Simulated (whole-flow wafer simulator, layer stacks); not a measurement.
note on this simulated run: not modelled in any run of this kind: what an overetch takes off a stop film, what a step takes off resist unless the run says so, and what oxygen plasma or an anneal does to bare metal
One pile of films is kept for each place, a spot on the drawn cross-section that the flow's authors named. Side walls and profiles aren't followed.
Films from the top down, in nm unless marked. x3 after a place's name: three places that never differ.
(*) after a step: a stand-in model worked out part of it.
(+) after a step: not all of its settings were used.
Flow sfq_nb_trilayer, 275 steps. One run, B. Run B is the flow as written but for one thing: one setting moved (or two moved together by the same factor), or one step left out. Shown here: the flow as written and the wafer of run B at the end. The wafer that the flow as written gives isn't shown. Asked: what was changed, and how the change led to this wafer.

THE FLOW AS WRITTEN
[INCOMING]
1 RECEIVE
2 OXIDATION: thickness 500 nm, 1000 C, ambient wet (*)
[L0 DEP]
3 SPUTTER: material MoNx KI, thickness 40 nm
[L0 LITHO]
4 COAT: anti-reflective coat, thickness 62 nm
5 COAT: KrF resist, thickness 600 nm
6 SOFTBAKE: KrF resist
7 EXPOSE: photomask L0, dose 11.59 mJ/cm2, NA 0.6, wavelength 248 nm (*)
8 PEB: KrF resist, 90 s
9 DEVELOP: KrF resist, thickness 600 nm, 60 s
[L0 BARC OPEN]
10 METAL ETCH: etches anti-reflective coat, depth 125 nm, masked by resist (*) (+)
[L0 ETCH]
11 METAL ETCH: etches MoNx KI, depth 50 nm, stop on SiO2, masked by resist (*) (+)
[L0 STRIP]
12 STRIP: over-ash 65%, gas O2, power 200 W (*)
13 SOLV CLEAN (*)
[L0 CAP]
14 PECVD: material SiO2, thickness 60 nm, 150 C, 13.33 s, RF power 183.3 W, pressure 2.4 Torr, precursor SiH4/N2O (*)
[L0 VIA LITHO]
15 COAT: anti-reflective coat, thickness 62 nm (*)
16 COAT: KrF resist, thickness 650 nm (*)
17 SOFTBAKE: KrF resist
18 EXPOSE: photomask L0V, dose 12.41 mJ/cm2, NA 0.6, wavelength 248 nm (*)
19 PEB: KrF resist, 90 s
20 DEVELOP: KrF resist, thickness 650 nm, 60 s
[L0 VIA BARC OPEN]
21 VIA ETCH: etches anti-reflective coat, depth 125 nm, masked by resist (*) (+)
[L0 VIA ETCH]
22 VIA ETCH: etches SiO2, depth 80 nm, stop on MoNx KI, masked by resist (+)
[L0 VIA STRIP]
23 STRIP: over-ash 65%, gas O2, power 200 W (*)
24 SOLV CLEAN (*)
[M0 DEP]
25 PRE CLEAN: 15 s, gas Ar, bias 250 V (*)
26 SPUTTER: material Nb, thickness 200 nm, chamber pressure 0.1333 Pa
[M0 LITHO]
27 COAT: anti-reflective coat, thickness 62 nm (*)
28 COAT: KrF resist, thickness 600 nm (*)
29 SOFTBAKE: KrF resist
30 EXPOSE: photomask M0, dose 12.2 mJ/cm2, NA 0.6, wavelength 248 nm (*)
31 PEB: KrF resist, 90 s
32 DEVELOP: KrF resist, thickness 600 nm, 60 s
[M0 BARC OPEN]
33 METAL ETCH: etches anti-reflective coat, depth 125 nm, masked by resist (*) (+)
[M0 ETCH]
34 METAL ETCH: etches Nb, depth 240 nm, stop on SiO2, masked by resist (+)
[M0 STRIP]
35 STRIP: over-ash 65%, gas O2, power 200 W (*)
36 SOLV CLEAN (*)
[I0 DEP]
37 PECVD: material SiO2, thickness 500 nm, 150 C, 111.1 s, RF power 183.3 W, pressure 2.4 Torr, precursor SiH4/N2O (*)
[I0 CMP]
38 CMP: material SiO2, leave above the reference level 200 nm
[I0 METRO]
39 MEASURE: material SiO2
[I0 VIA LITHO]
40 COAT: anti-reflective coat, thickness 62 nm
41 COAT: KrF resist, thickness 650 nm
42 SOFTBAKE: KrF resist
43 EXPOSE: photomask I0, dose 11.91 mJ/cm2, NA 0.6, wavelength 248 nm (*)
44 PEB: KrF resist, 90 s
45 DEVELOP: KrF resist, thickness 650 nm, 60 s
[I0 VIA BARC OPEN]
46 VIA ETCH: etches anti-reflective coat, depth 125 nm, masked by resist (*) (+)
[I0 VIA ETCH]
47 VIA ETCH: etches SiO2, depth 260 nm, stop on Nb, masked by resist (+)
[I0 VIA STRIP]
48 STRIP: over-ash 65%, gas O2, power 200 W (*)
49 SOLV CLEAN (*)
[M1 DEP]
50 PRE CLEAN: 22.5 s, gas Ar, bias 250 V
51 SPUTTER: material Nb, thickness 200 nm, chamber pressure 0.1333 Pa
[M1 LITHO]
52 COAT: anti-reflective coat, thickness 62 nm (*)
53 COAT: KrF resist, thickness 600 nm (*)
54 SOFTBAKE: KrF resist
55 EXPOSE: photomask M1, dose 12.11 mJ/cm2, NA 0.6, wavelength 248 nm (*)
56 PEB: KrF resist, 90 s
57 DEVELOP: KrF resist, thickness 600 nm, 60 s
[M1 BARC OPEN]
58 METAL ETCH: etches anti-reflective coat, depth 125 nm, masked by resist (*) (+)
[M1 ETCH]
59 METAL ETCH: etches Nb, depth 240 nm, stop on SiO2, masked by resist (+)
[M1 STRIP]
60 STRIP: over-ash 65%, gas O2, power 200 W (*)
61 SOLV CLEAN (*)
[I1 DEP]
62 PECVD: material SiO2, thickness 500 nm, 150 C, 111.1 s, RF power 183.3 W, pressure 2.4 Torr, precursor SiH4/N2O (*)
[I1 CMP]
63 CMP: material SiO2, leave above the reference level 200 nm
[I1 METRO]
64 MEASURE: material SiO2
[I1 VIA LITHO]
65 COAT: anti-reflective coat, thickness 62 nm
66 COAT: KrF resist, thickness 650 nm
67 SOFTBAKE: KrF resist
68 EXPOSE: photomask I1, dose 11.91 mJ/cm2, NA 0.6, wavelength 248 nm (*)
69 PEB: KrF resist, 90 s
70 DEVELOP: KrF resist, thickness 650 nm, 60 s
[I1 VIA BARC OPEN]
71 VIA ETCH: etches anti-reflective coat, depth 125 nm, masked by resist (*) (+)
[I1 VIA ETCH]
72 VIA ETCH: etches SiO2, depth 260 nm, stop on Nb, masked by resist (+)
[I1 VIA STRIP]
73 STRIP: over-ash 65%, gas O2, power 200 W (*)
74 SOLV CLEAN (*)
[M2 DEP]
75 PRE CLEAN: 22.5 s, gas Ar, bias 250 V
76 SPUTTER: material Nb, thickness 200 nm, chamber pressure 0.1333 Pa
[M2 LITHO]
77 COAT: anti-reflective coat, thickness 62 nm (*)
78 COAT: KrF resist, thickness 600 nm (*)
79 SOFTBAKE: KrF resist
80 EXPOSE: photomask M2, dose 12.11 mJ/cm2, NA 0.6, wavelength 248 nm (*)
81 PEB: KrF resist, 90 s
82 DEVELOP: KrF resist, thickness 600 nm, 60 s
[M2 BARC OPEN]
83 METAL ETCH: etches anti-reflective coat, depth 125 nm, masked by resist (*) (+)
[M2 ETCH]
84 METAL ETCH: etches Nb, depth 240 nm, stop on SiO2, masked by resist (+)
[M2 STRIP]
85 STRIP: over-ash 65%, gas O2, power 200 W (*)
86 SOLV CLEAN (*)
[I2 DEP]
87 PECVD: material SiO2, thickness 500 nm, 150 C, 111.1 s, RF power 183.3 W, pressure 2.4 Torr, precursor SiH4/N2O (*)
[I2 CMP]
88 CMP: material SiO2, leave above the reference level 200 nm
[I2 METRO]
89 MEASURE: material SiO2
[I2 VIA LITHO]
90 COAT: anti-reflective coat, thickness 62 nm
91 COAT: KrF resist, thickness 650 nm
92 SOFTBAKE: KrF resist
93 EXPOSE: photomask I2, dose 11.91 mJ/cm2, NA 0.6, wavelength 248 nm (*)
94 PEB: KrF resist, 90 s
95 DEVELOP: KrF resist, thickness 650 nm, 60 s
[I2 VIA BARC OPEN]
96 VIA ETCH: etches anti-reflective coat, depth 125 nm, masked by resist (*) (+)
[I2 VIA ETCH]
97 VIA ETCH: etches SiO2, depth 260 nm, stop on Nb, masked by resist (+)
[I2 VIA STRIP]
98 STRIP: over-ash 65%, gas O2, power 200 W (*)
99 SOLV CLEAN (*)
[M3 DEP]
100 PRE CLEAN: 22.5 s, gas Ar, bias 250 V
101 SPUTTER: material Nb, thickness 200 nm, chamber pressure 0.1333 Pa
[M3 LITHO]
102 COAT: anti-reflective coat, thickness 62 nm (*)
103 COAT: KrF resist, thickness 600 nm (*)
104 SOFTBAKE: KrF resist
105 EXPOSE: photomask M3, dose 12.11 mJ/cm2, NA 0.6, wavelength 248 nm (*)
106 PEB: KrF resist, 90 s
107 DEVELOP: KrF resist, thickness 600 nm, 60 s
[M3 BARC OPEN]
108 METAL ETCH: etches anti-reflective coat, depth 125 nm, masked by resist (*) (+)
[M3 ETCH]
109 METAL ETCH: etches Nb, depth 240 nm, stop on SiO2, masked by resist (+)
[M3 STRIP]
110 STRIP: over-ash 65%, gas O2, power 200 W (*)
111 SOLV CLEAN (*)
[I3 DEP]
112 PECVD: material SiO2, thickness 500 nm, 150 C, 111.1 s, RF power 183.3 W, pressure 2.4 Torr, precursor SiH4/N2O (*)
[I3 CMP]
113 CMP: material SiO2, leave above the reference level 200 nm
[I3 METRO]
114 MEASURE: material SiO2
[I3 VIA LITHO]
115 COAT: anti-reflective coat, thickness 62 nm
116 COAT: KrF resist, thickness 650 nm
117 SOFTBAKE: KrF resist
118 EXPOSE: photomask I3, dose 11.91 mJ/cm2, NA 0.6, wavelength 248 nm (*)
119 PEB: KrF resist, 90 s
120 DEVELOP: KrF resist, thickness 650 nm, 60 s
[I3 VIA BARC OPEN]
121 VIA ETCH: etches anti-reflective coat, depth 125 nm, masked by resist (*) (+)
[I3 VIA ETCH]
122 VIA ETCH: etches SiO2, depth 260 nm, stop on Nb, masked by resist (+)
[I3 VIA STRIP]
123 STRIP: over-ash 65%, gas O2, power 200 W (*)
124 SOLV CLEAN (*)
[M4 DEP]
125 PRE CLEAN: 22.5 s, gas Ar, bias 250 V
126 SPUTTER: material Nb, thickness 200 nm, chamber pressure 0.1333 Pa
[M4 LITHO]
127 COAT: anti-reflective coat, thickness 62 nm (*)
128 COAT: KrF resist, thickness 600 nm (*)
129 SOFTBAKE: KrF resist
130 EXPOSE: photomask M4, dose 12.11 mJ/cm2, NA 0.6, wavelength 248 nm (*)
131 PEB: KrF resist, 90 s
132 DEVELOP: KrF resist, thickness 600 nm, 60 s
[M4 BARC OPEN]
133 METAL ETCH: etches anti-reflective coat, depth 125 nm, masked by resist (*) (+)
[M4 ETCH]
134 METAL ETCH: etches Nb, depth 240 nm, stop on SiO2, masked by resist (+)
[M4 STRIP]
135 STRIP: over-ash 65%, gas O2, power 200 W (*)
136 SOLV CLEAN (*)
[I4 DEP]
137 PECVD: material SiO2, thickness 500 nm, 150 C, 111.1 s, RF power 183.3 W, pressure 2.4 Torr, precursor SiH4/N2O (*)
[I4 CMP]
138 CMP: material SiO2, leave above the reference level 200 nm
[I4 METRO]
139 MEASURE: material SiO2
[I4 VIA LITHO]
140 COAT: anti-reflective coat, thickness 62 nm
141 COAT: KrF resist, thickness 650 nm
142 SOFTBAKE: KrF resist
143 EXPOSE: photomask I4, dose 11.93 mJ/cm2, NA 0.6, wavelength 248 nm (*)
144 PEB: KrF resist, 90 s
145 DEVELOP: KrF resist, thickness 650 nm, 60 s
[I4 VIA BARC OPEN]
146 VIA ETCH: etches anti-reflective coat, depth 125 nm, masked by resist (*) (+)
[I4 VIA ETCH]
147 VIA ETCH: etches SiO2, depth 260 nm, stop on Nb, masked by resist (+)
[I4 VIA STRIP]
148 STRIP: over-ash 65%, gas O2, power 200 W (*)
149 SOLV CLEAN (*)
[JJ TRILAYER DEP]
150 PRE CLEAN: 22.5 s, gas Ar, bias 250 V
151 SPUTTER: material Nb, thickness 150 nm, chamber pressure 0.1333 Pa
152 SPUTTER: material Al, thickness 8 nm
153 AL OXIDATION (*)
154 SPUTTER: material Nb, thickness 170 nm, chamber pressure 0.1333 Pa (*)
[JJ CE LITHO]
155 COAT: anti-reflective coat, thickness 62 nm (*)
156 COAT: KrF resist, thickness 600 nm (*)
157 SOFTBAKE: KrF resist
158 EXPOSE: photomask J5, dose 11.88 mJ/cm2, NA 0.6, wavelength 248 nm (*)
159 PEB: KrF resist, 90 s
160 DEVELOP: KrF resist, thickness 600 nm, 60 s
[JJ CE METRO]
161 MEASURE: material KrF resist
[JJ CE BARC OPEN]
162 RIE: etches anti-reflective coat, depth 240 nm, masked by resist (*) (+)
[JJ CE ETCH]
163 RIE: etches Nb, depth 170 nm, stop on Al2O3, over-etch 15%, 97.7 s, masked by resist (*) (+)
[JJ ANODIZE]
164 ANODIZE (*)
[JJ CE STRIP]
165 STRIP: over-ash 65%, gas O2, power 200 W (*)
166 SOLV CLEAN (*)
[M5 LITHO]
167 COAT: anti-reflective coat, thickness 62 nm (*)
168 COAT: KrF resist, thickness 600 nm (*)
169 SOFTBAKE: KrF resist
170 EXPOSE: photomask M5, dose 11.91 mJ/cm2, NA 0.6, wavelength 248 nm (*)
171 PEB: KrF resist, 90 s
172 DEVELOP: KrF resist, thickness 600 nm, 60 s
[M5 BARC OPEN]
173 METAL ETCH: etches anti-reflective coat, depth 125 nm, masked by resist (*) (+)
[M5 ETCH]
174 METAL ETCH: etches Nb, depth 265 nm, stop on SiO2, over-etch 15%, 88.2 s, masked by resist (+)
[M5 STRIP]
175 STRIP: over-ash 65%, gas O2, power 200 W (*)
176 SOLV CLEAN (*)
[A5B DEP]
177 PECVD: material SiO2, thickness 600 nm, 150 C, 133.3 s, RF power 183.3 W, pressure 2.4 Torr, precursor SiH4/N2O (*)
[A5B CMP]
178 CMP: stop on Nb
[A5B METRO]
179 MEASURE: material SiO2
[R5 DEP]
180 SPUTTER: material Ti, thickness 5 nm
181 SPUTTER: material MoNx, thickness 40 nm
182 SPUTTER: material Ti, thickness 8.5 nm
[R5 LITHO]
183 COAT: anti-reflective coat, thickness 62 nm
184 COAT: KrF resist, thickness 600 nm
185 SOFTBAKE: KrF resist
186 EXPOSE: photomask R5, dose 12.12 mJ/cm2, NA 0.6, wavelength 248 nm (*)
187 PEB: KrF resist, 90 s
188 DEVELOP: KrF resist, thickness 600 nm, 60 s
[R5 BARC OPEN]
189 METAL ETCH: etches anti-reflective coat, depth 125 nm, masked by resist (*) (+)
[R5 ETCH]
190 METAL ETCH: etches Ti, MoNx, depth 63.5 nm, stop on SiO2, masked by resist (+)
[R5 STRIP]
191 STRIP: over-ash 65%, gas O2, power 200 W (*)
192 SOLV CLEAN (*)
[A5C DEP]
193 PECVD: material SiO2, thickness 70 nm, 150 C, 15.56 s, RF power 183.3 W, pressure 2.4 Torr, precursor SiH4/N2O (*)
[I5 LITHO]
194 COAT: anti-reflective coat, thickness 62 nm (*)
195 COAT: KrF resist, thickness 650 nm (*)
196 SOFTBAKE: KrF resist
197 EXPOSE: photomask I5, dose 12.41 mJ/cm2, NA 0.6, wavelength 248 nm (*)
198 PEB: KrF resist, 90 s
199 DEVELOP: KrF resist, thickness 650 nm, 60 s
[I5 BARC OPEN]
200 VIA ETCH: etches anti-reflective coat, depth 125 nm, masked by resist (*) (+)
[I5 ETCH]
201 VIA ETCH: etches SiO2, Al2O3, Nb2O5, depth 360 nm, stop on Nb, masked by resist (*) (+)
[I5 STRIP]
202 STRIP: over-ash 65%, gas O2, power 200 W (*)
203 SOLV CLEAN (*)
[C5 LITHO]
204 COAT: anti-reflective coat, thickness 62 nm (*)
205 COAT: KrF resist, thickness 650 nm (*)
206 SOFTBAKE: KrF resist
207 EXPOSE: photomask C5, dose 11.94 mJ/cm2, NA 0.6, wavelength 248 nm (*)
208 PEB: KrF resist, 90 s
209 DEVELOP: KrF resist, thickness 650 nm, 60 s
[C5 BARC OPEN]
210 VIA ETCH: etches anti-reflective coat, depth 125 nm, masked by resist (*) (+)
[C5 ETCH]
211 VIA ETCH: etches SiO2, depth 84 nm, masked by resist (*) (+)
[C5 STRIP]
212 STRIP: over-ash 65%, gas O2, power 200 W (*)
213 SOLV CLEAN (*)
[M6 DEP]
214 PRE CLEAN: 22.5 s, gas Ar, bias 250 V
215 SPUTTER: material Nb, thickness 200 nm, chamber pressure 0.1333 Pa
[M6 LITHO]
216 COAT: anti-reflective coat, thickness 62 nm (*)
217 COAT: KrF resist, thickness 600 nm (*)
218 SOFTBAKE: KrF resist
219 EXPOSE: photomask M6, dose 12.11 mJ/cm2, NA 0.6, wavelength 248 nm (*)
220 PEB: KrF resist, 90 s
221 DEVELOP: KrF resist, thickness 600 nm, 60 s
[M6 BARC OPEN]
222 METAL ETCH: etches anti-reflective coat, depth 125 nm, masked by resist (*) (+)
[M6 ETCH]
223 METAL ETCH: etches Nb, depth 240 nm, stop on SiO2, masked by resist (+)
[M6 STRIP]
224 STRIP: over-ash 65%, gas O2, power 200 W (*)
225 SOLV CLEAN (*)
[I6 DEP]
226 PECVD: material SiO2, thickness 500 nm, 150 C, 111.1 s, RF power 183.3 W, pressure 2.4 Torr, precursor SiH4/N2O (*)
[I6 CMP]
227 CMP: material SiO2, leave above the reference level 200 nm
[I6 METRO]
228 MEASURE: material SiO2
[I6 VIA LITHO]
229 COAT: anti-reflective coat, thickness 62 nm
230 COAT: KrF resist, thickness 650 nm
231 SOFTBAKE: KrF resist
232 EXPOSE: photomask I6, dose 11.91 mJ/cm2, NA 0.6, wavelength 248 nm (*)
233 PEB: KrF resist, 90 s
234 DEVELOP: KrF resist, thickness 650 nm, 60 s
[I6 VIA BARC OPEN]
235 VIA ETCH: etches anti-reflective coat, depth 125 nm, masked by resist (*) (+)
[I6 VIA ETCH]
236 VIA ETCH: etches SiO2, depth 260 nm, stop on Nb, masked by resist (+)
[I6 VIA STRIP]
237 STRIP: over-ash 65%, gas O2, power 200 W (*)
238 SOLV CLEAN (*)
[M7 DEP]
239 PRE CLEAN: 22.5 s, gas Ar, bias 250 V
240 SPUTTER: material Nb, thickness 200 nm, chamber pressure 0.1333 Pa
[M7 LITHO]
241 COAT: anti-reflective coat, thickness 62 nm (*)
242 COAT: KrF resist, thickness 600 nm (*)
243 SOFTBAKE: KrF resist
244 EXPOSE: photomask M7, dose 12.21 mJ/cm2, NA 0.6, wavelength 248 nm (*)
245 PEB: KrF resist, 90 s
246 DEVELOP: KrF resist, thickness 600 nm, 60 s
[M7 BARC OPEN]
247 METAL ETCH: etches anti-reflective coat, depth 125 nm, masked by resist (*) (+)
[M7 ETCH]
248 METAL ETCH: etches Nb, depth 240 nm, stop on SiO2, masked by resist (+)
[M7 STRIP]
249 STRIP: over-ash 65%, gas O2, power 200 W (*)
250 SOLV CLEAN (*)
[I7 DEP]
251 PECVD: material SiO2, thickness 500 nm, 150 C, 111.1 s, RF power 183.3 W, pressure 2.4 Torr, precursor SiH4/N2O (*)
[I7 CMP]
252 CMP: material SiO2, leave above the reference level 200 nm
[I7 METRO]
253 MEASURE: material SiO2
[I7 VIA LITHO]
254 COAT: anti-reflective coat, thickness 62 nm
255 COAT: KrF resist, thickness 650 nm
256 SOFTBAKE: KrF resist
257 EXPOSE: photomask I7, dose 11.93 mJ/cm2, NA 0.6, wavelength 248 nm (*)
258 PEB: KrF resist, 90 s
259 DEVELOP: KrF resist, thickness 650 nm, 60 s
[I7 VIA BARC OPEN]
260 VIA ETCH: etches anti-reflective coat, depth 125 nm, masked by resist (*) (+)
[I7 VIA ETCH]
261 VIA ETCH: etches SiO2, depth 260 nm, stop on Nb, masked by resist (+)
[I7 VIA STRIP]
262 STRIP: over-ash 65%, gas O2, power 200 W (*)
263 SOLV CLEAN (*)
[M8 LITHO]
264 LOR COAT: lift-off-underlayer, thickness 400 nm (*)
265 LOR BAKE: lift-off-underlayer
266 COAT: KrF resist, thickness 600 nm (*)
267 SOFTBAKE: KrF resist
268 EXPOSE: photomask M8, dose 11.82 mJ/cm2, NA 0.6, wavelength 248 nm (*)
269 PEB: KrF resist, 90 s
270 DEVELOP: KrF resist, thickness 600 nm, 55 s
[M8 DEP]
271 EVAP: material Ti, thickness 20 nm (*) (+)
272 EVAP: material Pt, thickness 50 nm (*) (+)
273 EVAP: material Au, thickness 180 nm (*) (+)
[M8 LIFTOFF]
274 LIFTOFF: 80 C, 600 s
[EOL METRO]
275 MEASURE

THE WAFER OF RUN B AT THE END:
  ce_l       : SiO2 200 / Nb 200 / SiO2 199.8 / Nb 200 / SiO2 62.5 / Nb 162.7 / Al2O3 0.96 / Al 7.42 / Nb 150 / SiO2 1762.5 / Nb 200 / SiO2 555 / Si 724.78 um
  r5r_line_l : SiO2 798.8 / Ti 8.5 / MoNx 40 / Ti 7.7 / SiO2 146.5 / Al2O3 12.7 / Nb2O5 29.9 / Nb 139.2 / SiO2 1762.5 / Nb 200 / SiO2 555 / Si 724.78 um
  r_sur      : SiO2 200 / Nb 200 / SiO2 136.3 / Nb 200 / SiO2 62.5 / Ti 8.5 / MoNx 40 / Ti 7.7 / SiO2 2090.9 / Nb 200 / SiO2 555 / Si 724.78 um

The cause: step 180, SPUTTER: thickness 7.7 nm was run, where the flow has thickness 5 nm.
It can be read off the wafer: r5r_line_l has Ti 7.7, and step 180 as written asks for 5 nm.

How the change led to this, step by step:
  180 SPUTTER: material Ti, thickness 5 nm
      field_l, v_sur, via_wl and 103 more: Ti +7.7 (new film) (as written it would be: Ti +5 (new film))
  190 METAL ETCH: etches Ti, MoNx, depth 63.5 nm, stop on SiO2, masked by resist (+)
      field_l, v_sur, via_wl and 92 more: Ti -8.5 (all of it), MoNx -40 (all of it), Ti -7.7 (all of it) (as written it would be: Ti -8.5 (all of it), MoNx -40 (all of it), Ti -5 (all of it))
      ce_l, c5j, ce_r, wl_jj: Ti -8.5 (all of it), MoNx -40 (all of it), Ti -7.7 (all of it), Nb -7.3 (as written it would be: Ti -8.5 (all of it), MoNx -40 (all of it), Ti -5 (all of it), Nb -10)
  194 COAT: anti-reflective coat, thickness 62 nm (*)
      ce_r: anti-reflective coat +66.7 (new film) (as written it would be: anti-reflective coat +68.1 (new film))
  202 STRIP: over-ash 65%, gas O2, power 200 W (*)
      ce_r: KrF resist -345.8 (all of it), anti-reflective coat -66.7 (all of it) (as written it would be: KrF resist -346.1 (all of it), anti-reflective coat -68.1 (all of it))
  204 COAT: anti-reflective coat, thickness 62 nm (*)
      ce_r: anti-reflective coat +65.8 (new film) (as written it would be: anti-reflective coat +67.2 (new film))
  212 STRIP: over-ash 65%, gas O2, power 200 W (*)
      ce_r: KrF resist -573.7 (all of it), anti-reflective coat -65.8 (all of it) (as written it would be: KrF resist -573.7 (all of it), anti-reflective coat -67.2 (all of it))
